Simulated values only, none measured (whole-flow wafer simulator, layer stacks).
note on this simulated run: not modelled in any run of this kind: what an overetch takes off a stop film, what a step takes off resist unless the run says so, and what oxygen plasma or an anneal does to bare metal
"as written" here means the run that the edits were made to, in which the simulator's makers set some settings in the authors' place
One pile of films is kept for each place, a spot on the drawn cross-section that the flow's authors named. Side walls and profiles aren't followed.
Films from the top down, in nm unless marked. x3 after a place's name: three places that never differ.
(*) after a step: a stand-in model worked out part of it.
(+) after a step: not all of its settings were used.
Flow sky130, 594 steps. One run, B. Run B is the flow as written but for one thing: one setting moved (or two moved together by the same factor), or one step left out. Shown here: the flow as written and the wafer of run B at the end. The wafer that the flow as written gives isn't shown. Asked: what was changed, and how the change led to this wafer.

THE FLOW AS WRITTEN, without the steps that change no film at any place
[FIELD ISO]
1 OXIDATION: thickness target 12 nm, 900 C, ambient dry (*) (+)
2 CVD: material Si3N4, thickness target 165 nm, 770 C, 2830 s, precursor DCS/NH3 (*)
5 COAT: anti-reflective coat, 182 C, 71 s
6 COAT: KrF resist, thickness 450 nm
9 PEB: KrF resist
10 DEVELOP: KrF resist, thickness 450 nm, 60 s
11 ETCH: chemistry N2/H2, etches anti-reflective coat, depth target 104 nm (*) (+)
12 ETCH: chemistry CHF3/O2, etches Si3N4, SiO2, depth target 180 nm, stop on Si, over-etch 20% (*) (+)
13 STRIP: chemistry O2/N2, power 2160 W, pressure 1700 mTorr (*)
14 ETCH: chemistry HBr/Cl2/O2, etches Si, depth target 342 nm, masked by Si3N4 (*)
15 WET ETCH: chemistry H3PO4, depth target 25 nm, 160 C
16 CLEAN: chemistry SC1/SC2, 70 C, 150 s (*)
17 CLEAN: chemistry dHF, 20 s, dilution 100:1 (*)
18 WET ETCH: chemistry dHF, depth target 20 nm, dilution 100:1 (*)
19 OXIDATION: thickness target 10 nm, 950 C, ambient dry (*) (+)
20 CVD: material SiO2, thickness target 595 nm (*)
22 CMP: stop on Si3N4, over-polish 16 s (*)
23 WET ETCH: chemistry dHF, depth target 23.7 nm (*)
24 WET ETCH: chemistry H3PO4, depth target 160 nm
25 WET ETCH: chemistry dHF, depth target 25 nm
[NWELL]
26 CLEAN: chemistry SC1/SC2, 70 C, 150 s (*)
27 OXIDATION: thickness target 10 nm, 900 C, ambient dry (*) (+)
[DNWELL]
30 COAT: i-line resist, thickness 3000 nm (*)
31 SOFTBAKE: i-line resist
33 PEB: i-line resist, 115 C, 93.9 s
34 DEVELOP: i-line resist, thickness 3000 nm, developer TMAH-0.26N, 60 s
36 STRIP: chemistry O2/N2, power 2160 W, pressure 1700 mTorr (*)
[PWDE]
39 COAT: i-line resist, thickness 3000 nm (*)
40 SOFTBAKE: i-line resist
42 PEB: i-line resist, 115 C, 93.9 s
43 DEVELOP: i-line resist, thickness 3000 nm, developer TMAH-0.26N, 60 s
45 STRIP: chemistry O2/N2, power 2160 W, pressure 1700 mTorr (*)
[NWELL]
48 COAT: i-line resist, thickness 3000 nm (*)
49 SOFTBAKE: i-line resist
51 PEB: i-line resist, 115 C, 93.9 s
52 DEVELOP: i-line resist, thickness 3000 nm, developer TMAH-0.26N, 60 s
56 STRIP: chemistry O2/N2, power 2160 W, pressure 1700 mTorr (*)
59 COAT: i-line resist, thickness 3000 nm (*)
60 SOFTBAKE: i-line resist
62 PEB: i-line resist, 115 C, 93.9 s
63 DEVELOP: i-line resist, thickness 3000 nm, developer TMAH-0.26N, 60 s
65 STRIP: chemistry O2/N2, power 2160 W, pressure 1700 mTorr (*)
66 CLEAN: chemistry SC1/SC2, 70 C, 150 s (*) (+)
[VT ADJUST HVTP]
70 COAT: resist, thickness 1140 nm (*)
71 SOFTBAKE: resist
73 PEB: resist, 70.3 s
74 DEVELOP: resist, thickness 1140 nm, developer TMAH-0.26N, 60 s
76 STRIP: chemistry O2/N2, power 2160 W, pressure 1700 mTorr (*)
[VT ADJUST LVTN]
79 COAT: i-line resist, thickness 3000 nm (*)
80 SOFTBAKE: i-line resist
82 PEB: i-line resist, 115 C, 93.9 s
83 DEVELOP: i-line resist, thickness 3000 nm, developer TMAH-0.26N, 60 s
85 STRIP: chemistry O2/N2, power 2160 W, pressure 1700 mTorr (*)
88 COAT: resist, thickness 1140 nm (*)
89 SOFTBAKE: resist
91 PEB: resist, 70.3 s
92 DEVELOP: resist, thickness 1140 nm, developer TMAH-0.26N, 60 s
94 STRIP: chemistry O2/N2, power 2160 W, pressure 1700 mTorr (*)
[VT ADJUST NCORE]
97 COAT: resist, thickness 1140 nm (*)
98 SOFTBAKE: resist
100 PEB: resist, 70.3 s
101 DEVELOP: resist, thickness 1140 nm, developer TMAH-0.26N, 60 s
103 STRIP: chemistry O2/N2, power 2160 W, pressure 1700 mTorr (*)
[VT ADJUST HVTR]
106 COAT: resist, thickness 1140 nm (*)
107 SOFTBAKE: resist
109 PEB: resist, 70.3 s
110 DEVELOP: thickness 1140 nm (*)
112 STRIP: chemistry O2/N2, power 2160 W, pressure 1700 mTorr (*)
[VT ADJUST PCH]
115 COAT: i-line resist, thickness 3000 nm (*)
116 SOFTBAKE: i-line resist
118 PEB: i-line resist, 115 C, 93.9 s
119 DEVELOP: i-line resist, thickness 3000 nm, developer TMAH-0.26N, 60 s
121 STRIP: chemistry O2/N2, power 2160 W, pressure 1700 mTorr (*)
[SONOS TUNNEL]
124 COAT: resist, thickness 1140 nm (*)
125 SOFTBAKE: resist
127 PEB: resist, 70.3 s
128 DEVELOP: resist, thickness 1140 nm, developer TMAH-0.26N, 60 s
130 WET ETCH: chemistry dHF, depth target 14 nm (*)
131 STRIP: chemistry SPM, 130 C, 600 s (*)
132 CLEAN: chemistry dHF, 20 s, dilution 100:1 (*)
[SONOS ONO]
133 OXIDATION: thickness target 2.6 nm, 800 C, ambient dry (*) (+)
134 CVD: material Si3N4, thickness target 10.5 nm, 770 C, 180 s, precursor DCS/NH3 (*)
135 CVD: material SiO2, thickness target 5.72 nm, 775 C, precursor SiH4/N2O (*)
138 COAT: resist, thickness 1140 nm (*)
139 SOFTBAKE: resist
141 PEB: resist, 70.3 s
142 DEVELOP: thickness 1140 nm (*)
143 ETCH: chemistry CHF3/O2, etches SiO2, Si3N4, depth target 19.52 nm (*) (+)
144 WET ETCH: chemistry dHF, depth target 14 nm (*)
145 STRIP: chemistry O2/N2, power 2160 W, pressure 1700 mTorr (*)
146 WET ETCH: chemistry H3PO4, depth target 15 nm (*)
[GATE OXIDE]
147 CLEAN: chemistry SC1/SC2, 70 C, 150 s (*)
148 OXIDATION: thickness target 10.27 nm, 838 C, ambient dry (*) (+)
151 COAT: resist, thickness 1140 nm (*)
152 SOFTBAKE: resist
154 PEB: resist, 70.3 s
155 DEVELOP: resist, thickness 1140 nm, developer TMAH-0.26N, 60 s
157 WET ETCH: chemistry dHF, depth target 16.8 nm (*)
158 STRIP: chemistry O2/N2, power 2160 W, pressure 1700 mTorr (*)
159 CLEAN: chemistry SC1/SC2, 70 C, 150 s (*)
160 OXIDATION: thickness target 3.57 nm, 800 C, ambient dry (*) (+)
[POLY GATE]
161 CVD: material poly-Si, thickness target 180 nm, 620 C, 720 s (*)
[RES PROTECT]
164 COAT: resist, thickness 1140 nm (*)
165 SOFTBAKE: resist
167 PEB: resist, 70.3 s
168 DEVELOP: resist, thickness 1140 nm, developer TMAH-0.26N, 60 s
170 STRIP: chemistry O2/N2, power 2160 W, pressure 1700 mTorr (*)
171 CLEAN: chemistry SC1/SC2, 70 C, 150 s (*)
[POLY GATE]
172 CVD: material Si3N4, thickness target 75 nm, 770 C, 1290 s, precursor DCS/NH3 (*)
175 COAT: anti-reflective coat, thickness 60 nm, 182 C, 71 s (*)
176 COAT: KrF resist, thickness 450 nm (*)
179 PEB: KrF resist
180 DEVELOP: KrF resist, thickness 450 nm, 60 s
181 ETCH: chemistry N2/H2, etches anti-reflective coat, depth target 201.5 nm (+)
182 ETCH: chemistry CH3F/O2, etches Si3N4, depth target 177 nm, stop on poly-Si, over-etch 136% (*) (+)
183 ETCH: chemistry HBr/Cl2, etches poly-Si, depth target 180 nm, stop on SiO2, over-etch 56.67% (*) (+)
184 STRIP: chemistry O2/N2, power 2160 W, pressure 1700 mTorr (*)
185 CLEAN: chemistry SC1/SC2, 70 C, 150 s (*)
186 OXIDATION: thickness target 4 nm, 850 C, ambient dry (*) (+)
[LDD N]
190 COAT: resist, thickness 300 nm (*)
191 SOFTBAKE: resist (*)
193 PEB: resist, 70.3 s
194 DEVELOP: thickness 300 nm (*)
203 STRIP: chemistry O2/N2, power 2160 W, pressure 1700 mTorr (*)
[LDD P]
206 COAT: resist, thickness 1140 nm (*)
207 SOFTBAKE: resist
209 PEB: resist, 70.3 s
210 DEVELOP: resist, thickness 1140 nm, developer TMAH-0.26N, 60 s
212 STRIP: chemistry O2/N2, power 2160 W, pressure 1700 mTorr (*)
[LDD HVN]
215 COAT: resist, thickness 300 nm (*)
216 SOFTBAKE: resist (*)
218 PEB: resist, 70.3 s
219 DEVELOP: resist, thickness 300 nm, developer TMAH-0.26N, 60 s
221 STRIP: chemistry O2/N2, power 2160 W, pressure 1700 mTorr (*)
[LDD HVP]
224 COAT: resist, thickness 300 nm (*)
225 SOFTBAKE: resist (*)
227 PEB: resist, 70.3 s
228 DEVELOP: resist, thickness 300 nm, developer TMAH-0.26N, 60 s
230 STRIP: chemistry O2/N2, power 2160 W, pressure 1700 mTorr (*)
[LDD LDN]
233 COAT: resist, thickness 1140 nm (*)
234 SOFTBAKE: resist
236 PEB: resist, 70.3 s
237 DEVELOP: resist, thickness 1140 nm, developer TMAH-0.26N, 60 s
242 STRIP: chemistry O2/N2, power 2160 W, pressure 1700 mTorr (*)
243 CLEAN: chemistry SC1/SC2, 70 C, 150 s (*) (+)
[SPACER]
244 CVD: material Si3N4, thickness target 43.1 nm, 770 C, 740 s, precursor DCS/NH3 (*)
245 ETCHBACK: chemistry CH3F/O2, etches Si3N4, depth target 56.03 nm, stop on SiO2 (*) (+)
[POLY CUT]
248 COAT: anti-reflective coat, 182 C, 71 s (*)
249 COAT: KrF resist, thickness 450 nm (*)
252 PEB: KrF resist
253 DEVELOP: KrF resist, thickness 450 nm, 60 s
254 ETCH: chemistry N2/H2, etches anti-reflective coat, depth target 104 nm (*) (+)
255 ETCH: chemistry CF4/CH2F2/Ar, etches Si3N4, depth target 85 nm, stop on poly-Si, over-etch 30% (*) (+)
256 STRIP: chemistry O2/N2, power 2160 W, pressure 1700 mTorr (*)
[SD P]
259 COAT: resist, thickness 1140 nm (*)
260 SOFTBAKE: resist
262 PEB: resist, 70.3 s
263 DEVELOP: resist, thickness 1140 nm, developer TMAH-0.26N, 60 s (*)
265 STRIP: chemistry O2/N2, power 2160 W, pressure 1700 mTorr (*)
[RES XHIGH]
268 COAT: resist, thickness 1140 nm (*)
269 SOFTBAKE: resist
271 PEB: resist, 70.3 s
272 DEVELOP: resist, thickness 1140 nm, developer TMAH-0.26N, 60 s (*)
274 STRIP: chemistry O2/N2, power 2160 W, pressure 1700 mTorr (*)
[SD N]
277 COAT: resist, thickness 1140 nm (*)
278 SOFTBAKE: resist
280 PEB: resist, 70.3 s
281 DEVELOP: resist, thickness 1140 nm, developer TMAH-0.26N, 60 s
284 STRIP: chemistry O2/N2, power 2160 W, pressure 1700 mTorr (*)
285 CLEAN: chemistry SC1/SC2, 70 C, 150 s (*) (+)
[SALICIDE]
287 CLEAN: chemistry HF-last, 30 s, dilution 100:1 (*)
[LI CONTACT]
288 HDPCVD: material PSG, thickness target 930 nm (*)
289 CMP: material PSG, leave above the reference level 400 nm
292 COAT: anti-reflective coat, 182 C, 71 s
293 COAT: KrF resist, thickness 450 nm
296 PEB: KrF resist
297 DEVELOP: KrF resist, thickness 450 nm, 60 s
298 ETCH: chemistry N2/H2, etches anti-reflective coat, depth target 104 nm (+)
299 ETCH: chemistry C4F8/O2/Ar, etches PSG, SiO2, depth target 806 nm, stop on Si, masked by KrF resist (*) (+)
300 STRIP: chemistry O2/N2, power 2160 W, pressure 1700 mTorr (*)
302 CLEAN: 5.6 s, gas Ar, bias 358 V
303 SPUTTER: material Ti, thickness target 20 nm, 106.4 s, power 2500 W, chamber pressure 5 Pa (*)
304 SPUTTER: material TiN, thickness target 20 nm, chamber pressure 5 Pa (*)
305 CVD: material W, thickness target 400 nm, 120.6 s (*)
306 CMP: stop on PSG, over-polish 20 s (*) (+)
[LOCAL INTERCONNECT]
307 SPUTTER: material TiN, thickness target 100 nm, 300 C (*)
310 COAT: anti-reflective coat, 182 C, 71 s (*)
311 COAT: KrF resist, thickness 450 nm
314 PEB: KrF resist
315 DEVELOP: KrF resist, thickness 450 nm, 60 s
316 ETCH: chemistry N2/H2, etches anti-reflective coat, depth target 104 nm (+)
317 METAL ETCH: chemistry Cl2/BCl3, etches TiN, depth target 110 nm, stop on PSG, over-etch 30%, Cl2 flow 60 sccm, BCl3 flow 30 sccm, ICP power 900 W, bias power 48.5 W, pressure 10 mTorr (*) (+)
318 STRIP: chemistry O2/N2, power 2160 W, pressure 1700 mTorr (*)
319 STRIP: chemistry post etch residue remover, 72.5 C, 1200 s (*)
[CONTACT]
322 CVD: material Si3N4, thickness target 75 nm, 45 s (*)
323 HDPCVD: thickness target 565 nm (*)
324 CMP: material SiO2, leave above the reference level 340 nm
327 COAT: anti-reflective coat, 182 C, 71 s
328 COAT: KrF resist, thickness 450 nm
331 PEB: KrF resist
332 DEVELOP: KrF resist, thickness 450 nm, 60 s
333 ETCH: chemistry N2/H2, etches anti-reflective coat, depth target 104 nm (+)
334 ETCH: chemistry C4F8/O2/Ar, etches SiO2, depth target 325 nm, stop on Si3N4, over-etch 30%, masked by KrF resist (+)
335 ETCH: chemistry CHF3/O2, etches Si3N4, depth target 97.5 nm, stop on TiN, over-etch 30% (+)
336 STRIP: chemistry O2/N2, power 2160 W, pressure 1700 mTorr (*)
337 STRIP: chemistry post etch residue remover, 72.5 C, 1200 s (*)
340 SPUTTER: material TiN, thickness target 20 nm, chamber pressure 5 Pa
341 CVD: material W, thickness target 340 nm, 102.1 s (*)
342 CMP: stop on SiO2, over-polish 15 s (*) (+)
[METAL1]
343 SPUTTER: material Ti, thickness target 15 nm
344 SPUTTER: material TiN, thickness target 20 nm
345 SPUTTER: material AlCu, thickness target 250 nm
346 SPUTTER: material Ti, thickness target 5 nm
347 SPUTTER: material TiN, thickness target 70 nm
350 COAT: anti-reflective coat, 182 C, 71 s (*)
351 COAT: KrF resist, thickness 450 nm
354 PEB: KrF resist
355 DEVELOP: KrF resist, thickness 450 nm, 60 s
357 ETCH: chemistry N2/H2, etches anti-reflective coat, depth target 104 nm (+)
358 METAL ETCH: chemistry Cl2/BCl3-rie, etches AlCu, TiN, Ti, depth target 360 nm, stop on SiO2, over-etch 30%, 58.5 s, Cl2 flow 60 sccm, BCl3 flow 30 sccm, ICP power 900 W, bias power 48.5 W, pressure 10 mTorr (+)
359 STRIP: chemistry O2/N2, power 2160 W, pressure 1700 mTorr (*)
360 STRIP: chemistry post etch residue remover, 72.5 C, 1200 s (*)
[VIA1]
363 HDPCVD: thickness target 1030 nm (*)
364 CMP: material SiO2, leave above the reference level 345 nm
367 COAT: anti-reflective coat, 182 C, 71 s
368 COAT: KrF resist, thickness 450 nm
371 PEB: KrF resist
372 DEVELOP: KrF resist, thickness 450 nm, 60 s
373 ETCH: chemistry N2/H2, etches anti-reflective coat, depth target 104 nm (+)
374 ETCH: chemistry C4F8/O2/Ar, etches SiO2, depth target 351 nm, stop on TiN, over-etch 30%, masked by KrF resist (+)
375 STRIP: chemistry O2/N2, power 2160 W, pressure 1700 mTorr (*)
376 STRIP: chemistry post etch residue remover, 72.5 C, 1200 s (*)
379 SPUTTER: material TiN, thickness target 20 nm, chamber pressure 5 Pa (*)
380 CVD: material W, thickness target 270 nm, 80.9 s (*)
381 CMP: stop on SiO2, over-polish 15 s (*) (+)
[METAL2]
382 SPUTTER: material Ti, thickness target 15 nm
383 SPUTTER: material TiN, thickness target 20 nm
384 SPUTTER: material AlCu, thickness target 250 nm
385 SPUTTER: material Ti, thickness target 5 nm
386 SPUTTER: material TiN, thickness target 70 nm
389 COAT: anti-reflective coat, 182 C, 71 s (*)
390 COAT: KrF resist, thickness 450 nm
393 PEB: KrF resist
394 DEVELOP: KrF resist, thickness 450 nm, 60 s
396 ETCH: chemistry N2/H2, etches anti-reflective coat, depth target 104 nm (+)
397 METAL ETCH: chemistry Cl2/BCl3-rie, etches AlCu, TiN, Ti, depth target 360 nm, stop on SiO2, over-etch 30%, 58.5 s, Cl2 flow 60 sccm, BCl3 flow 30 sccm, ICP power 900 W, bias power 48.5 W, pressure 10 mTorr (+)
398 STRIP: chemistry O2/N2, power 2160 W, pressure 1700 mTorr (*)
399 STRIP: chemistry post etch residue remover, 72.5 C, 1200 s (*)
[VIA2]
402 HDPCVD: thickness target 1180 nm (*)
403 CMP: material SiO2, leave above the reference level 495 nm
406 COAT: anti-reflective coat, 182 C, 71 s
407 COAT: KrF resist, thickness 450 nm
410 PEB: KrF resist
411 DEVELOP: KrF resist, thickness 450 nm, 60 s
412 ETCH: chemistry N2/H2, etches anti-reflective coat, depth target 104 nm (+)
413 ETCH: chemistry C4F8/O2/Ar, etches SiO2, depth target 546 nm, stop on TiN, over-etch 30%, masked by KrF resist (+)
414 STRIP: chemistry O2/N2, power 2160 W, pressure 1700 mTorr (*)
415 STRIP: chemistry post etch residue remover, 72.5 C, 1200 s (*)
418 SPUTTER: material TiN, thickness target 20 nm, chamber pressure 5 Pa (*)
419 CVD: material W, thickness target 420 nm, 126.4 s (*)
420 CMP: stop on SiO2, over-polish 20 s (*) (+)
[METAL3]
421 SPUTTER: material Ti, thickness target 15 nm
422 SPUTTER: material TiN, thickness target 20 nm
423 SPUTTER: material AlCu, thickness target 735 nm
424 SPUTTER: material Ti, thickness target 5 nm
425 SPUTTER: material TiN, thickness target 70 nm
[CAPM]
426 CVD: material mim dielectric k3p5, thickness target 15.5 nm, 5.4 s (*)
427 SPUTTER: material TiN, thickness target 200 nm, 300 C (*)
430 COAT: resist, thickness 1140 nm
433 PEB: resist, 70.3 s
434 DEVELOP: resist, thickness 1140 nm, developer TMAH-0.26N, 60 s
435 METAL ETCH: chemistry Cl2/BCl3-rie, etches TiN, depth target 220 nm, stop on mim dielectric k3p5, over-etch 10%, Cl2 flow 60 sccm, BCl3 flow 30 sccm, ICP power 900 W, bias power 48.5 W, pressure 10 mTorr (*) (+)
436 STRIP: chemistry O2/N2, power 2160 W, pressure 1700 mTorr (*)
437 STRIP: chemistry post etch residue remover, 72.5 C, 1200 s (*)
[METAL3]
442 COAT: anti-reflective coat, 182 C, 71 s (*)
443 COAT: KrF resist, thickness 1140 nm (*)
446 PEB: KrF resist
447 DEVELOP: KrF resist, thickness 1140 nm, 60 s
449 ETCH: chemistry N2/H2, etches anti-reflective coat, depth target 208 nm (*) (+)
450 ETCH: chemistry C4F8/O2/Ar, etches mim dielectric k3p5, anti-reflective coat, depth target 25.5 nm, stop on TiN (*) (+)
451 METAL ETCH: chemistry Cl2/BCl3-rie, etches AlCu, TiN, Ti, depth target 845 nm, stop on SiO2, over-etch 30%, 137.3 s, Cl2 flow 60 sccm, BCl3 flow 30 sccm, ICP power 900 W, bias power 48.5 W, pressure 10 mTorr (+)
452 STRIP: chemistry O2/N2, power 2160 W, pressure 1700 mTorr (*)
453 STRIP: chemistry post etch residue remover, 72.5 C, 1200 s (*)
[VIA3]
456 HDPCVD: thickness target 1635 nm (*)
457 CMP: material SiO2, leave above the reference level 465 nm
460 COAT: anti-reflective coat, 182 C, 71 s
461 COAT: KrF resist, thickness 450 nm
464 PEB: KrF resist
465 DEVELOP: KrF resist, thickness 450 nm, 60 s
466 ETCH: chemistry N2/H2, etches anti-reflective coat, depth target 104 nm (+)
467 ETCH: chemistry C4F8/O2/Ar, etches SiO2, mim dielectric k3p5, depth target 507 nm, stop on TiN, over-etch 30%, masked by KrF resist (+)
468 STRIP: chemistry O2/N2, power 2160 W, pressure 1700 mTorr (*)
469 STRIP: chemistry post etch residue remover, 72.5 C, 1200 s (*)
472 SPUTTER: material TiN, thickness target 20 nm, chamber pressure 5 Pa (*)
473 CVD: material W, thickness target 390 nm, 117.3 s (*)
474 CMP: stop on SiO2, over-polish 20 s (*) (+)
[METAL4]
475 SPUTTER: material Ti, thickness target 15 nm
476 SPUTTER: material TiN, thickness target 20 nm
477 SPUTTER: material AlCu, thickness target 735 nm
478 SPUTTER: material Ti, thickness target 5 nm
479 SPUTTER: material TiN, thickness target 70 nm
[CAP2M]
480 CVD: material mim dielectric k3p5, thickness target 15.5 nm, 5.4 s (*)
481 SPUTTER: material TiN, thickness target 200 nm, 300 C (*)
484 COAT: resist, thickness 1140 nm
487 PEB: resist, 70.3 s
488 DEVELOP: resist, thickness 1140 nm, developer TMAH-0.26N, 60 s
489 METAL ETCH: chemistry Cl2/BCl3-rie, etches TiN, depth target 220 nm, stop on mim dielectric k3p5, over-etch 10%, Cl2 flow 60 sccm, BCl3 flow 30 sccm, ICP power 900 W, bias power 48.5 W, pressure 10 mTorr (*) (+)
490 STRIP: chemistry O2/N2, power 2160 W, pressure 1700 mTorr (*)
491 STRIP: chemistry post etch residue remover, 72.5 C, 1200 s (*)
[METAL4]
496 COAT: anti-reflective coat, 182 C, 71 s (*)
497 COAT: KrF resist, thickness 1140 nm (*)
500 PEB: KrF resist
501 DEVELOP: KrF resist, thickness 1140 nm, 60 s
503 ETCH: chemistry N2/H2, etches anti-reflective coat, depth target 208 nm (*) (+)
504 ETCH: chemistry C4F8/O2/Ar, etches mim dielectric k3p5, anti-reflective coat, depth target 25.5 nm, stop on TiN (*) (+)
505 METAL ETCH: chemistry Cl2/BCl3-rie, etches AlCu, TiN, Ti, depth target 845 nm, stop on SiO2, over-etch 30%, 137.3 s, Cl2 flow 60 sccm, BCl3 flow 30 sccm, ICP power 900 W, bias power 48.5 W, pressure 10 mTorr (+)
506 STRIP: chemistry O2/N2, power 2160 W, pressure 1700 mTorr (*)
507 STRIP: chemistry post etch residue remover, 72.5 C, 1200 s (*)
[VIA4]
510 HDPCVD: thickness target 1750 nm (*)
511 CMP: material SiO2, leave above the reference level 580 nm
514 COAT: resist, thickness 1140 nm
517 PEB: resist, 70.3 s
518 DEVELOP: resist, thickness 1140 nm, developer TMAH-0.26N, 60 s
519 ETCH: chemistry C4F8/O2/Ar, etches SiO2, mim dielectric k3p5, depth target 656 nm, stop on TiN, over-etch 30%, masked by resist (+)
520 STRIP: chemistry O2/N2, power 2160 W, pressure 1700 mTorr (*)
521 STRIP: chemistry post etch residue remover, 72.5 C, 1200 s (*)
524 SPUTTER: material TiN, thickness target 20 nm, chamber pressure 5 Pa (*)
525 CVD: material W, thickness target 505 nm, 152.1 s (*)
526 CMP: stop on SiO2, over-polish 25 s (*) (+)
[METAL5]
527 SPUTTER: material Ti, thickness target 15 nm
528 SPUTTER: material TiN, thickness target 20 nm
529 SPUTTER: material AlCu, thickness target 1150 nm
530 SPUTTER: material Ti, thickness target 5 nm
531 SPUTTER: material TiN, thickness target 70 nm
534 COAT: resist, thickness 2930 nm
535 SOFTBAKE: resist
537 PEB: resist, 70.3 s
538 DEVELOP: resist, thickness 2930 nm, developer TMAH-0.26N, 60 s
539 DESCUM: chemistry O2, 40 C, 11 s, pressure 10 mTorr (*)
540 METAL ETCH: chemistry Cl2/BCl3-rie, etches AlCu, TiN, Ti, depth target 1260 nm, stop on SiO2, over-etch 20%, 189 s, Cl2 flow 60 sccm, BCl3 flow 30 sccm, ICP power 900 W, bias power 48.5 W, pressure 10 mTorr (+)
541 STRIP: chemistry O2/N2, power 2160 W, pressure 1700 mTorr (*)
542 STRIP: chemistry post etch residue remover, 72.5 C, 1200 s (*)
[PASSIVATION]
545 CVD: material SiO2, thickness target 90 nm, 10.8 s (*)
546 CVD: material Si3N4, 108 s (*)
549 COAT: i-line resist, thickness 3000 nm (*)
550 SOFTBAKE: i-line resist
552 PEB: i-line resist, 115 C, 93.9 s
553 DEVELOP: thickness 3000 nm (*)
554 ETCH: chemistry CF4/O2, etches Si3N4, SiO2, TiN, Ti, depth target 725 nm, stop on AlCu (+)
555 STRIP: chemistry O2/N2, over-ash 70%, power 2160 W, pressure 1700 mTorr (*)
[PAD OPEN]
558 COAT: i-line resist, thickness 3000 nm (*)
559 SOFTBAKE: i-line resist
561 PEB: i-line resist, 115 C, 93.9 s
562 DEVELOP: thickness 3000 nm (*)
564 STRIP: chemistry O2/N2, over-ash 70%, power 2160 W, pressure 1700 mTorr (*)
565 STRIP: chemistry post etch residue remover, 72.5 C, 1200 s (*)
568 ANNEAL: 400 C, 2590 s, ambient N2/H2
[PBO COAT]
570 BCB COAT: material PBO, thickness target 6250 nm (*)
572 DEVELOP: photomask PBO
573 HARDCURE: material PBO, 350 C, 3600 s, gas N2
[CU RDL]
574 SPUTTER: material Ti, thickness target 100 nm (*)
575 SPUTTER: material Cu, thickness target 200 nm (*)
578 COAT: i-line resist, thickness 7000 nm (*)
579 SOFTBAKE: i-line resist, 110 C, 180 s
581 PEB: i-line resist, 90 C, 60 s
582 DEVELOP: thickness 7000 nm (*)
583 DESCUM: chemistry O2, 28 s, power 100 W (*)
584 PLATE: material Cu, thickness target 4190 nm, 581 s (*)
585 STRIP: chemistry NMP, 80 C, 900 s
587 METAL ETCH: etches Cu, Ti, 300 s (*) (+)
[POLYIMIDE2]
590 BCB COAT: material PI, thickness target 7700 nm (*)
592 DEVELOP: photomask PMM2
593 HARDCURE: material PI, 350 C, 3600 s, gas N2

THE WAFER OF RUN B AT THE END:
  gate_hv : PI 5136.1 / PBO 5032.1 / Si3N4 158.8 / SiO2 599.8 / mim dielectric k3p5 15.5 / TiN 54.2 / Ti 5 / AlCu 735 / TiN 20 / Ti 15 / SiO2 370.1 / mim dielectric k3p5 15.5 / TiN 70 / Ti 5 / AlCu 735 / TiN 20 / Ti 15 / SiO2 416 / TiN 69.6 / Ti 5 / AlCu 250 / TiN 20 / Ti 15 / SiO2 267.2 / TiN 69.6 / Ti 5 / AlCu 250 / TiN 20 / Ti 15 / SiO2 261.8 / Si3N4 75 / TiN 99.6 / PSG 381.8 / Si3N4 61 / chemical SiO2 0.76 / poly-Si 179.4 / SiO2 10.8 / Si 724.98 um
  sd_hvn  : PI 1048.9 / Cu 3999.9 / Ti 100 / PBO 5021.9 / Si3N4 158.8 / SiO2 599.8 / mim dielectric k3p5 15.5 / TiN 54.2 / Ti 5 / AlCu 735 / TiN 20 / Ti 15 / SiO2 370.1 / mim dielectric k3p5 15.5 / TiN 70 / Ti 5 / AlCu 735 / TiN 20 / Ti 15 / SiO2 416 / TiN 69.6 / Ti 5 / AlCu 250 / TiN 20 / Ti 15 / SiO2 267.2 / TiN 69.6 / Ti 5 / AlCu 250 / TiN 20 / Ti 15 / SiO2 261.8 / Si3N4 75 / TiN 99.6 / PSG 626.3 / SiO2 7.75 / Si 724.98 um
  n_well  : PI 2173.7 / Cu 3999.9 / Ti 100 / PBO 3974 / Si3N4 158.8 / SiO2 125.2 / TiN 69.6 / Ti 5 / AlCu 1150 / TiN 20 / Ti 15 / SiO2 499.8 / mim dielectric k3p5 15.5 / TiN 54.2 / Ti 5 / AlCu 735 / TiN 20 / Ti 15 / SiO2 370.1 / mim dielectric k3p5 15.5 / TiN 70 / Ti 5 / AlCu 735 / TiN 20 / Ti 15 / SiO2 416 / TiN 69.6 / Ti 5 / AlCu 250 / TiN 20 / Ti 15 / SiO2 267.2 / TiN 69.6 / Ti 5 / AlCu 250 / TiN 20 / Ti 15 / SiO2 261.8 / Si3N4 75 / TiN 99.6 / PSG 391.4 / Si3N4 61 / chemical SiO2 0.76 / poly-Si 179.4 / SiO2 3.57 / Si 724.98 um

The cause: step 479, SPUTTER: thickness target 54.2 nm was run, where the flow has thickness target 70 nm.
It can be read off the wafer: gate_hv has TiN 54.2, and step 479 as written asks for 70 nm.

How the change led to this, step by step:
  479 SPUTTER: material TiN, thickness target 70 nm
      field, active, n_well and 189 more: TiN +54.2 (new film) (as written it would be: TiN +70 (new film))
  505 METAL ETCH: chemistry Cl2/BCl3-rie, etches AlCu, TiN, Ti, depth target 845 nm, stop on SiO2, over-etch 30%, 137.3 s, Cl2 flow 60 sccm, BCl3 flow 30 sccm, ICP power 900 W, bias power 48.5 W, pressure 10 mTorr (+)
      field, gate, spacer and 68 more: TiN -54.2 (all of it), Ti -5 (all of it), AlCu -735 (all of it), TiN -20 (all of it), Ti -15 (all of it), SiO2 -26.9 (as written it would be: TiN -70 (all of it), Ti -5 (all of it), AlCu -735 (all of it), TiN -20 (all of it), Ti -15 (all of it), SiO2 -25.4)
      active, vpp_iso1, mim_edge_plate and 14 more: TiN -54.2 (all of it), Ti -5 (all of it), AlCu -735 (all of it), TiN -20 (all of it), Ti -15 (all of it), SiO2 -26.9 (as written it would be: TiN -70 (all of it), Ti -5 (all of it), AlCu -735 (all of it), TiN -20 (all of it), Ti -15 (all of it), SiO2 -25.3)
  519 ETCH: chemistry C4F8/O2/Ar, etches SiO2, mim dielectric k3p5, depth target 656 nm, stop on TiN, over-etch 30%, masked by resist (+)
      m1: SiO2 -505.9 (all of it), mim dielectric k3p5 -15.5 (all of it) (as written it would be: SiO2 -490.1 (all of it), mim dielectric k3p5 -15.5 (all of it))
      via4_hole: SiO2 -505.3 (all of it), mim dielectric k3p5 -15.5 (all of it) (as written it would be: SiO2 -489.5 (all of it), mim dielectric k3p5 -15.5 (all of it))
